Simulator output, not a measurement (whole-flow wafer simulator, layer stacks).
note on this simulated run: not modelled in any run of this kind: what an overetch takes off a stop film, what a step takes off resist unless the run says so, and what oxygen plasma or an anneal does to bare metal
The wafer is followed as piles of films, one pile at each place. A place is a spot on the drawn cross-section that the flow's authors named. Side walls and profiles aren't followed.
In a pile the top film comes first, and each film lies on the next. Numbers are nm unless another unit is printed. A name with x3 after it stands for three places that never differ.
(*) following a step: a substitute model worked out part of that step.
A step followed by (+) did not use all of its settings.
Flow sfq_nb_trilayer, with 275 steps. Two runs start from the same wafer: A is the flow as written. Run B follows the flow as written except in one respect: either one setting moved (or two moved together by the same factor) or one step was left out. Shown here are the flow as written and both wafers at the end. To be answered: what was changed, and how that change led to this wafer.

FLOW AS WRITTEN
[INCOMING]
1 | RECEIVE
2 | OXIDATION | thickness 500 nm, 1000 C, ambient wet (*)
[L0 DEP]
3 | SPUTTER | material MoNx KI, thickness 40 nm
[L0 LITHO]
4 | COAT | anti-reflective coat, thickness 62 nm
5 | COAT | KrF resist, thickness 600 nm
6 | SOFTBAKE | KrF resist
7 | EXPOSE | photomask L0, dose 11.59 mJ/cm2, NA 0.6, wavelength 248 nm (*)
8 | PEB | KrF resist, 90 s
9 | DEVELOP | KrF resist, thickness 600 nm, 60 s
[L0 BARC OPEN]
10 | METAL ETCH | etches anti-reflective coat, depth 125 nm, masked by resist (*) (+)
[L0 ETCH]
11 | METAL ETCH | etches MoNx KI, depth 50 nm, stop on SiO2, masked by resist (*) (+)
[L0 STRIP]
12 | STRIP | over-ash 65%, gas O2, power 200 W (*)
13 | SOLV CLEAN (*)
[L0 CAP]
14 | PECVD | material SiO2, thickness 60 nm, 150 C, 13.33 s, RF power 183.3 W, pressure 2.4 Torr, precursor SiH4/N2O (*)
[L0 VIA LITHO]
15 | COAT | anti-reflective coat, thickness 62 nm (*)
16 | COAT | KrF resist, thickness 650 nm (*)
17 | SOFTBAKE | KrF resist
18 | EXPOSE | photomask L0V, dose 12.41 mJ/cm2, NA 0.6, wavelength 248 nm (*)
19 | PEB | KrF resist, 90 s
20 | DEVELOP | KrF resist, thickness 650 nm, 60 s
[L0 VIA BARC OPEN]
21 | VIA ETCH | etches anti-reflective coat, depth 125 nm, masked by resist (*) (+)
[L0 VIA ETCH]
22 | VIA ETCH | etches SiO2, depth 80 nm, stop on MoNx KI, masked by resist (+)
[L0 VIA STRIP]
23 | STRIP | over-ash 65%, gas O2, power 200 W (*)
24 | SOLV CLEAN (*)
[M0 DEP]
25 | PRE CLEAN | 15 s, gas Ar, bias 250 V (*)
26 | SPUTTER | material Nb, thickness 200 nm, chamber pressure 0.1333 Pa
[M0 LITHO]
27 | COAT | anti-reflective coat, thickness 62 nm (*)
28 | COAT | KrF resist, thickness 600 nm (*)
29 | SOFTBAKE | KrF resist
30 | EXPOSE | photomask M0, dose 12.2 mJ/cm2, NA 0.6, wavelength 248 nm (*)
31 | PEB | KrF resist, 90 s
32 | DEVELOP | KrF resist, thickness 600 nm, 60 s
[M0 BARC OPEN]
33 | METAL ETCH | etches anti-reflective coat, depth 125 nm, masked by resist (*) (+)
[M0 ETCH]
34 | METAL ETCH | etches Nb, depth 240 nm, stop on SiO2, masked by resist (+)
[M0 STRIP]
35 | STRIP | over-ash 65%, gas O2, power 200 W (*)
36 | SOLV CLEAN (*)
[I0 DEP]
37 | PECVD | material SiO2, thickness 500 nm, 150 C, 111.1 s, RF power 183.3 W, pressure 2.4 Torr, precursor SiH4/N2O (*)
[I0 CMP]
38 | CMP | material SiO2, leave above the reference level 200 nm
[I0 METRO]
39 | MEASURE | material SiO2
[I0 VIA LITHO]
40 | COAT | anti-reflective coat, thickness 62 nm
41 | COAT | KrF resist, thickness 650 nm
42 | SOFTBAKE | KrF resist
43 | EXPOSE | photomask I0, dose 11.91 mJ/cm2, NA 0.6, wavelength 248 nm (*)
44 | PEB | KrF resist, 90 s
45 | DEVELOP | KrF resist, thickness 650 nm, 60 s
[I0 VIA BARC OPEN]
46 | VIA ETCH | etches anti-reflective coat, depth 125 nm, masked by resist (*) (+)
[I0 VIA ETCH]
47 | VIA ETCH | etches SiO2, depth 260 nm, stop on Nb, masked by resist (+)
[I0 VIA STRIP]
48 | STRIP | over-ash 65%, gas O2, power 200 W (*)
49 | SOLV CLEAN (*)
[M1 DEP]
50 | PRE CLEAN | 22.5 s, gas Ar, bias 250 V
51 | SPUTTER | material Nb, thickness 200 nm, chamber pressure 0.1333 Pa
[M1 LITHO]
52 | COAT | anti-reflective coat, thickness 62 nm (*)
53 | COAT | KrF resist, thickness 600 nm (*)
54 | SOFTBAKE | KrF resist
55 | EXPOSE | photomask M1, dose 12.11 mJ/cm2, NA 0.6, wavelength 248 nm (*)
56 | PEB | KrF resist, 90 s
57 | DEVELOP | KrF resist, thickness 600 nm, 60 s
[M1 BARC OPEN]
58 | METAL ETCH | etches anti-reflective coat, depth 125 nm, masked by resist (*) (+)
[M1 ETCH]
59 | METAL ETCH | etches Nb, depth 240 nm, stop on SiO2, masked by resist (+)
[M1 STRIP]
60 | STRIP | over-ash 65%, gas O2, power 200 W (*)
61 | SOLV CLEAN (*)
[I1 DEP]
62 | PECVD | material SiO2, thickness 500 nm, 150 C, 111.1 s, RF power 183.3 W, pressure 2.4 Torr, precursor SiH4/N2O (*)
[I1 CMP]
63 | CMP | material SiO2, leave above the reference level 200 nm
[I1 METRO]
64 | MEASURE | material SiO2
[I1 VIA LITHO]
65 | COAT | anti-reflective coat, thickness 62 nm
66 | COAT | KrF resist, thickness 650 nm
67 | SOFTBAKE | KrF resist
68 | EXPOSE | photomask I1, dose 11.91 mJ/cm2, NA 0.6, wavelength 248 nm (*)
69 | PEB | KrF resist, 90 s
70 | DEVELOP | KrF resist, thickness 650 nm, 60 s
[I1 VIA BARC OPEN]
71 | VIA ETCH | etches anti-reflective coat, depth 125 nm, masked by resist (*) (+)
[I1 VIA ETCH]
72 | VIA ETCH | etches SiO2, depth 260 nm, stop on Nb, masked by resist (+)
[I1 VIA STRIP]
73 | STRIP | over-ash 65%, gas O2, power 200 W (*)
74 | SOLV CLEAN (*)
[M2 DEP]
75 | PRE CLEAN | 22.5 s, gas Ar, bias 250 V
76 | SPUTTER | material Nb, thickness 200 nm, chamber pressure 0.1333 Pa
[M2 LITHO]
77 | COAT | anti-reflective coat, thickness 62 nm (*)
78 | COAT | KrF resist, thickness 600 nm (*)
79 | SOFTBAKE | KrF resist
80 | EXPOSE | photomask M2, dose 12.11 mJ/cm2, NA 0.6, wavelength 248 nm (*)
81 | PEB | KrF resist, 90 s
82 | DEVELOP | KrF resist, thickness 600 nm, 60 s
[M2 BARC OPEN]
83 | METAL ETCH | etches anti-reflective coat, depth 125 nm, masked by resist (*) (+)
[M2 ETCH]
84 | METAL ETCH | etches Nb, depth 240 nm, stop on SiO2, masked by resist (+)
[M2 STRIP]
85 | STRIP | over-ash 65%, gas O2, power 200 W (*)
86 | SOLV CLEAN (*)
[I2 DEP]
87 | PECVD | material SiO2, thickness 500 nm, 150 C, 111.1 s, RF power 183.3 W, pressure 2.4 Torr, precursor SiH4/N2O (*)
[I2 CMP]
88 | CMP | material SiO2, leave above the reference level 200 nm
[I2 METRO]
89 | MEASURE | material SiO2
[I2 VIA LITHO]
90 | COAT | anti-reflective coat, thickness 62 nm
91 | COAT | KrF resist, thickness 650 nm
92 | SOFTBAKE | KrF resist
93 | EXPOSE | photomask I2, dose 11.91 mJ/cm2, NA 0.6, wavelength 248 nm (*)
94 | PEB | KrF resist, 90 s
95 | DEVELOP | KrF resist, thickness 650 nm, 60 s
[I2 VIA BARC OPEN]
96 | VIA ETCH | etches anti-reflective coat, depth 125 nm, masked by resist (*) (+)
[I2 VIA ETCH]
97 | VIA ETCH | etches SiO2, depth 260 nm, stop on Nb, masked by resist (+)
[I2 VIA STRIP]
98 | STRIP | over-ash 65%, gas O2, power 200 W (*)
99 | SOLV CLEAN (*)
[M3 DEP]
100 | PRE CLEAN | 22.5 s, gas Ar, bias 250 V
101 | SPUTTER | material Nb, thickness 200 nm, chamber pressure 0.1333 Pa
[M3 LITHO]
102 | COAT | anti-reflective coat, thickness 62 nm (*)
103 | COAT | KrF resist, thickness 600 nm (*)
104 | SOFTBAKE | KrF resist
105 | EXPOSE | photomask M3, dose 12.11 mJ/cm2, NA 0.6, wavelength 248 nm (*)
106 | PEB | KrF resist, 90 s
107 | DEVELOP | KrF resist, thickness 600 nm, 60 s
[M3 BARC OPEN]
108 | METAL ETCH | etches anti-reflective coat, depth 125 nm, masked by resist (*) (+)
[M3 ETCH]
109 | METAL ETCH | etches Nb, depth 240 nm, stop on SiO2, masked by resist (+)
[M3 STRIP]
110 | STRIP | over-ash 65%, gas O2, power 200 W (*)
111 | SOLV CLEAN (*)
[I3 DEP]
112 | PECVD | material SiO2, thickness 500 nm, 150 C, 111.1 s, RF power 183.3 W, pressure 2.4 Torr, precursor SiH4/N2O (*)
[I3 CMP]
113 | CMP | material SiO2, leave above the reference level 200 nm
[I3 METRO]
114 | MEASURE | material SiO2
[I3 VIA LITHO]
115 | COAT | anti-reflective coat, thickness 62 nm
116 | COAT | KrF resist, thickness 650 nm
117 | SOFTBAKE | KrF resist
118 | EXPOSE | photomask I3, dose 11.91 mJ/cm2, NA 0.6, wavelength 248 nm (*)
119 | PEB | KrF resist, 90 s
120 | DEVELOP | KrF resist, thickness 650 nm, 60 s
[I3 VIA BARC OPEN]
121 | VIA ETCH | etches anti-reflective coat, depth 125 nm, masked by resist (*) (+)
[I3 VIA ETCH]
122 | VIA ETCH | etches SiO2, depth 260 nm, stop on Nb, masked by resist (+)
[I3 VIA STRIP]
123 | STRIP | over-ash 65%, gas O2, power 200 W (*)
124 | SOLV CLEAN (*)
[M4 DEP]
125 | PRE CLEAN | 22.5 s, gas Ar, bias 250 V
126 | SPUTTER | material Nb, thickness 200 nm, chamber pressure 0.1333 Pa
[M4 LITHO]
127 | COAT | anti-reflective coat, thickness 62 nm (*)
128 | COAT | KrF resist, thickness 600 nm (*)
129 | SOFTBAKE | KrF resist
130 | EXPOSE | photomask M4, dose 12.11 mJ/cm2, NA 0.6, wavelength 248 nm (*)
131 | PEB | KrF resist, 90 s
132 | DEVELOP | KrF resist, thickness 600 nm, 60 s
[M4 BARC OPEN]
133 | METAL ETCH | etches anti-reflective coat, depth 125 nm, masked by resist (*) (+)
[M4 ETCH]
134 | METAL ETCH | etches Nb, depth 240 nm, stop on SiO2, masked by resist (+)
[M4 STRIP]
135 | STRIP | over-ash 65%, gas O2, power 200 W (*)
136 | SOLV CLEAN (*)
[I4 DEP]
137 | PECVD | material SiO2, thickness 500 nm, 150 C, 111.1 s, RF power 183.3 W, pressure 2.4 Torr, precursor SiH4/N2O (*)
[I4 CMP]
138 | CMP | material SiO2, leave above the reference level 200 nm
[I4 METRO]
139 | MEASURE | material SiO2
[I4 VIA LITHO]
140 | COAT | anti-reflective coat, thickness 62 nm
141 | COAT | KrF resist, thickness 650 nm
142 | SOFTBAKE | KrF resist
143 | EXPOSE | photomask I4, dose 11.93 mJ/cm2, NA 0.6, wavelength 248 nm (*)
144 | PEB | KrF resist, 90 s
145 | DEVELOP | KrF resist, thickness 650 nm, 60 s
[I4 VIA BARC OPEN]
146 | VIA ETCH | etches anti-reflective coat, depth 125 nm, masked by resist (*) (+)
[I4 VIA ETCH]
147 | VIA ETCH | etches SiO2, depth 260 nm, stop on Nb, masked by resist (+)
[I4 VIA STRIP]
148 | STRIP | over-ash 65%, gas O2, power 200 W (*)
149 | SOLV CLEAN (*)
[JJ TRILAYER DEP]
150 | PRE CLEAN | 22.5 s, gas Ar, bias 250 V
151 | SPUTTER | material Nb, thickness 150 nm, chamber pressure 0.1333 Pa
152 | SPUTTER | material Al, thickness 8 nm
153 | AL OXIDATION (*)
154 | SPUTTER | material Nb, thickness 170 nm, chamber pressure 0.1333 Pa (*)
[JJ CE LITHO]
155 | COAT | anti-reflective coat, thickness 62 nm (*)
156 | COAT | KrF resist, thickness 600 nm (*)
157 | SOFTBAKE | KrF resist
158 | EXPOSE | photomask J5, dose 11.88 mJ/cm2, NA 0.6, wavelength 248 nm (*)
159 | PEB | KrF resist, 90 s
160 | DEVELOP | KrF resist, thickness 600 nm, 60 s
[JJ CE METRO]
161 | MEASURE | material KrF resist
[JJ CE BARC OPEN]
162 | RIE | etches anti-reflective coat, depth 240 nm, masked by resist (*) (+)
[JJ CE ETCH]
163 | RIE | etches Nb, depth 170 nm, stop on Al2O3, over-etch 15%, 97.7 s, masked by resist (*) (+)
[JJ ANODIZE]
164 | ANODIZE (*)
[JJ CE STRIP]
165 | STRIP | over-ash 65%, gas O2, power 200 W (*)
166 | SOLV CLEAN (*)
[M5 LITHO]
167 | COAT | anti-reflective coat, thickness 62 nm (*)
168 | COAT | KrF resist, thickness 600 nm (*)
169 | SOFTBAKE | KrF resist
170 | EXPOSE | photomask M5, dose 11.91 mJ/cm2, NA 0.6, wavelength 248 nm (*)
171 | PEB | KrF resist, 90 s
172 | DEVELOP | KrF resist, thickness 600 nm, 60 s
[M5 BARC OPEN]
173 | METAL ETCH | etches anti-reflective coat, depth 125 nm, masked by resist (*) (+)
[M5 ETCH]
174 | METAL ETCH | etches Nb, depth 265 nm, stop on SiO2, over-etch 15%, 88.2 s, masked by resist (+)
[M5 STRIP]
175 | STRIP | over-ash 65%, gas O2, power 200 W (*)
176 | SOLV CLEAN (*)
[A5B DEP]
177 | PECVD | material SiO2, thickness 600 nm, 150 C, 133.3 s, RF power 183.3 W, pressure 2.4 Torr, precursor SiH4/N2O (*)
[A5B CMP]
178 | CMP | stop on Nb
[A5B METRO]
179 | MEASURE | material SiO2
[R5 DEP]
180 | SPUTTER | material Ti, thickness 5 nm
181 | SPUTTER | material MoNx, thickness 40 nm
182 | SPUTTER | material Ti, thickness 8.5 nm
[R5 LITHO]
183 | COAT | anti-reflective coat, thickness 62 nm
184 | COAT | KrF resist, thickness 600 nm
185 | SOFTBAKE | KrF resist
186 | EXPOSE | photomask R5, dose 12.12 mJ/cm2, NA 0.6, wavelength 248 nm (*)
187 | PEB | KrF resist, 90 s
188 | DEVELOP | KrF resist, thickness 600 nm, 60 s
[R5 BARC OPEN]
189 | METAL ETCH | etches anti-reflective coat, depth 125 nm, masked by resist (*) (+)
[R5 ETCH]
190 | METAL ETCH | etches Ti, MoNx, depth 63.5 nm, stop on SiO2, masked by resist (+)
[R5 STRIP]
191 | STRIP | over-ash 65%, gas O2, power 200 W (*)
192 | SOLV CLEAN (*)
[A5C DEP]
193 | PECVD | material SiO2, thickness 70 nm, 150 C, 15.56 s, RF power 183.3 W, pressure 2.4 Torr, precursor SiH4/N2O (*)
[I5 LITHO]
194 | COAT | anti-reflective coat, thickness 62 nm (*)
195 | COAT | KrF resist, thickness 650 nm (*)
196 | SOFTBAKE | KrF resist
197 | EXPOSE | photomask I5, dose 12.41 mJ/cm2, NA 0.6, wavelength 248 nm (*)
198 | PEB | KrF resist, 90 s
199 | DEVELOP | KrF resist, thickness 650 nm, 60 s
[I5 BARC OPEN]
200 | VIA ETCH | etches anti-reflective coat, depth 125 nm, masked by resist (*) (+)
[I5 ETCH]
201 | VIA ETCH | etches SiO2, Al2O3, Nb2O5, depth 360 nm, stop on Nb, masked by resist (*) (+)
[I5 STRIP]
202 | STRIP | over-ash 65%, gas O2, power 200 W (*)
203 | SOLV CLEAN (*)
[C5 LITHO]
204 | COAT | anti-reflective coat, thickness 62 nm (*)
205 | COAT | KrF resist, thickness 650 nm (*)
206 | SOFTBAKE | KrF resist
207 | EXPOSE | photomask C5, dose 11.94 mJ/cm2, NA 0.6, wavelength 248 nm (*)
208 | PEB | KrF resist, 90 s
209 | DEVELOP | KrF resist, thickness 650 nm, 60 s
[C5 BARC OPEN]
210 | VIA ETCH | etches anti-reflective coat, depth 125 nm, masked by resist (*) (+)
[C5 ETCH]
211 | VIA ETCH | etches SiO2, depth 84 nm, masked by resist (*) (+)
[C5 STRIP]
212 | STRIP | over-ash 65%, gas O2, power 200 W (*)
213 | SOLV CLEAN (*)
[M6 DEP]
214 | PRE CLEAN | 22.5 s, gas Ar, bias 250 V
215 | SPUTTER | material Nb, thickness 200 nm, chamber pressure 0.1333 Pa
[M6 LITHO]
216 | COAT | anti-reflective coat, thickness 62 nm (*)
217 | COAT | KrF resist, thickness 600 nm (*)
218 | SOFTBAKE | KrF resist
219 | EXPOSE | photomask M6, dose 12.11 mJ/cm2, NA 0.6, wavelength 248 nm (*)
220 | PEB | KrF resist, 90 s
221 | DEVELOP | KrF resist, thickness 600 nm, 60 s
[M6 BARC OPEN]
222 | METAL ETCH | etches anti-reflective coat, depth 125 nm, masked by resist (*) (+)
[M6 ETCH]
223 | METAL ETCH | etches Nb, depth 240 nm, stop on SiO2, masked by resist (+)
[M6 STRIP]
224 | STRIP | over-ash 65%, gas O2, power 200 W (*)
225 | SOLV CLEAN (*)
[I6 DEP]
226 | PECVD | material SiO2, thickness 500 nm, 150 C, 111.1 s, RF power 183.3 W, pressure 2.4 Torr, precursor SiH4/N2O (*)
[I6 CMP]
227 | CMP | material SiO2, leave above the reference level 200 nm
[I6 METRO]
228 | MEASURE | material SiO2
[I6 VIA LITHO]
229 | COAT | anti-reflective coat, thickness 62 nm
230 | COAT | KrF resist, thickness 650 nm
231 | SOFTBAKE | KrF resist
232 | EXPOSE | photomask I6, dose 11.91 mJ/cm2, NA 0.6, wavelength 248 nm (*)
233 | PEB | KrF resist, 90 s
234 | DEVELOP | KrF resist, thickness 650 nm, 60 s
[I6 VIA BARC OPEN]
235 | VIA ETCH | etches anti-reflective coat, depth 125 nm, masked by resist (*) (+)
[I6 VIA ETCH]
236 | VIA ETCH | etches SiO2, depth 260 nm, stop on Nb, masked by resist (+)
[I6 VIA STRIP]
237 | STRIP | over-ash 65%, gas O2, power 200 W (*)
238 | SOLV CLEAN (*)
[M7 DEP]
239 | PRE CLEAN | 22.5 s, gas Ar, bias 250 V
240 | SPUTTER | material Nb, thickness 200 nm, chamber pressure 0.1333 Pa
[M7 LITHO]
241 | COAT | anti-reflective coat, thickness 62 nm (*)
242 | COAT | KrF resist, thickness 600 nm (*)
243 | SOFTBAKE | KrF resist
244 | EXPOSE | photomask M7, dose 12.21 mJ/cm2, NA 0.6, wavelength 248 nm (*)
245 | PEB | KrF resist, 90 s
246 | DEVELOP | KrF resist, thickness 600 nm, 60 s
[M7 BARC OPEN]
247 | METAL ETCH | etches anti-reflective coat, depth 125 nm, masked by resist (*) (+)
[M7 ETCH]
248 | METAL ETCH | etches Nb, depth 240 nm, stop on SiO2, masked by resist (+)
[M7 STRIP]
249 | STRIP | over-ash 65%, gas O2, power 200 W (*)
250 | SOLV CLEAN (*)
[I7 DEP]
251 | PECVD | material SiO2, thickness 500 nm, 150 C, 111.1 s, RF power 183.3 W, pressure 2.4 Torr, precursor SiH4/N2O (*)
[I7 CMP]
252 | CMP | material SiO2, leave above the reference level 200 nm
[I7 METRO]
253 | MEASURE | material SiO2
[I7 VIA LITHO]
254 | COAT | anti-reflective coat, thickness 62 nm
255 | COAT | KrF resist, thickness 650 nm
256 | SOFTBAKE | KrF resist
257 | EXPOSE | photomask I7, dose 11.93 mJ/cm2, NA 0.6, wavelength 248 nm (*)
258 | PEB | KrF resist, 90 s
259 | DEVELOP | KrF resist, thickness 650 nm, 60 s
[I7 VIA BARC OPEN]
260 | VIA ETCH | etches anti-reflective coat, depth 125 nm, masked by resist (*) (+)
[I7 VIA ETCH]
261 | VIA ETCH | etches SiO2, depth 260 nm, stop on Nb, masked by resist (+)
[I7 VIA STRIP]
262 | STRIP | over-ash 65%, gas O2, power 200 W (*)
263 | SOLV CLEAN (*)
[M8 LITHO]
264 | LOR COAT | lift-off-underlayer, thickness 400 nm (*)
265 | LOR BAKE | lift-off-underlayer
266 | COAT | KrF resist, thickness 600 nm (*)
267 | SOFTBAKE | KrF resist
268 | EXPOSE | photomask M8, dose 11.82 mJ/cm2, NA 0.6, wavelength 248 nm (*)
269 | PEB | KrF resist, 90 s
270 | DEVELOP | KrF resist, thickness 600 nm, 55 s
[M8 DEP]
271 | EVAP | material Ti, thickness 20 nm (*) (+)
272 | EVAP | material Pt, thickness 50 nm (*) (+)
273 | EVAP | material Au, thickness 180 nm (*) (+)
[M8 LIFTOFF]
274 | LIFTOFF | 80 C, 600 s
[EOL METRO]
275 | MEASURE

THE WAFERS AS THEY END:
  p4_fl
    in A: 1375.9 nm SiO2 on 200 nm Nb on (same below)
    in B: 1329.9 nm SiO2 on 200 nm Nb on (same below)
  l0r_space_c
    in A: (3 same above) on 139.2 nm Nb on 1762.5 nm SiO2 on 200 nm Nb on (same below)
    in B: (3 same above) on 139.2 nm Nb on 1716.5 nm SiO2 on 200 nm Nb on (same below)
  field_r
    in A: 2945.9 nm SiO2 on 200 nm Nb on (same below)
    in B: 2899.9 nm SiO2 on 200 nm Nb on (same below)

Cause: step 138, CMP: leave above the reference level 154 nm was run, while the flow as written has leave above the reference level 200 nm.

Step by step, how the change led to this:
  138 | CMP | material SiO2, leave above the reference level 200 nm
      field_l, be, be_sur and 55 more: A -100 SiO2 | B -146 SiO2
      v_sur, via_wl, via_w and 35 more: A -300 SiO2 | B -346 SiO2
      (as well as at 10 more places)
  147 | VIA ETCH | etches SiO2, depth 260 nm, stop on Nb, masked by resist (+)
      field_l, v_sur, via_sp and 100 more: A -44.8 KrF resist | B -39.8 KrF resist
      via_wl, via_w, via_wr: A -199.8 SiO2 (all of it) | B -153.8 SiO2 (all of it)
  151 | SPUTTER | material Nb, thickness 150 nm, chamber pressure 0.1333 Pa
      via_wl, via_w, via_wr: A +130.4 Nb | B +135.7 Nb
  154 | SPUTTER | material Nb, thickness 170 nm, chamber pressure 0.1333 Pa (*)
      via_wl, via_wr: A +140.7 Nb (new film) | B +148.7 Nb (new film)
      via_w: A +141 Nb (new film) | B +149 Nb (new film)
  155 | COAT | anti-reflective coat, thickness 62 nm (*)
      via_wl, via_wr: A +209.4 anti-reflective coat (new film) | B +166.2 anti-reflective coat (new film)
      v_sur: A +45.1 anti-reflective coat (new film) | B +47.1 anti-reflective coat (new film)
      (as well as at 2 more places)
  156 | COAT | KrF resist, thickness 600 nm (*)
      via_w: A +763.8 KrF resist (new film) | B +720.1 KrF resist (new film)
  160 | DEVELOP | KrF resist, thickness 600 nm, 60 s
      via_w: A -762.1 KrF resist (all of it) | B -718.6 KrF resist (all of it)
  162 | RIE | etches anti-reflective coat, depth 240 nm, masked by resist (*) (+)
      ce_l, c5j, ce_r, wl_jj: A -209.4 KrF resist | B -166.2 KrF resist
      via_wl, via_wr: A -209.4 anti-reflective coat (all of it) | B -166.2 anti-reflective coat (all of it)
      (as well as at 3 more places)
  163 | RIE | etches Nb, depth 170 nm, stop on Al2O3, over-etch 15%, 97.7 s, masked by resist (*) (+)
      via_wl, via_wr: A -140.7 Nb (all of it), -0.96 Al2O3 (all of it) | B -148.7 Nb (all of it), -0.96 Al2O3 (all of it)
      via_w: A -141 Nb (all of it), -0.96 Al2O3 (all of it) | B -149 Nb (all of it), -0.96 Al2O3 (all of it)
  164 | ANODIZE (*)
      via_w: A +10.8 Al2O3 (new film), +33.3 Nb2O5 (new film), -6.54 Al (all of it), -12 Nb | B +11.3 Al2O3 (new film), +32.4 Nb2O5 (new film), -6.85 Al (all of it), -11.7 Nb
  165 | STRIP | over-ash 65%, gas O2, power 200 W (*)
      ce_l: A -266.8 KrF resist (all of it), -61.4 anti-reflective coat (all of it) | B -310.3 KrF resist (all of it), -61.6 anti-reflective coat (all of it)
      c5j: A -266.9 KrF resist (all of it), -61.5 anti-reflective coat (all of it) | B -310.3 KrF resist (all of it), -61.6 anti-reflective coat (all of it)
      (as well as at 2 more places)
  167 | COAT | anti-reflective coat, thickness 62 nm (*)
      v_sur: A +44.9 anti-reflective coat (new film) | B +43.7 anti-reflective coat (new film)
      via_wl: A +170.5 anti-reflective coat (new film) | B +127.7 anti-reflective coat (new film)
      (as well as at 2 more places)
  168 | COAT | KrF resist, thickness 600 nm (*)
      via_w: A +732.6 KrF resist (new film) | B +702.3 KrF resist (new film)
  175 | STRIP | over-ash 65%, gas O2, power 200 W (*)
      v_sur: A -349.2 KrF resist (all of it), -44.9 anti-reflective coat (all of it) | B -357 KrF resist (all of it), -43.7 anti-reflective coat (all of it)
      via_wl: A -427 KrF resist (all of it), -170.5 anti-reflective coat (all of it) | B -428.1 KrF resist (all of it), -127.7 anti-reflective coat (all of it)
      (as well as at 2 more places)
  178 | CMP | stop on Nb
      via_wl, via_wr: A -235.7 SiO2 | B -287 SiO2
      via_w: A -235.2 SiO2 | B -286.5 SiO2
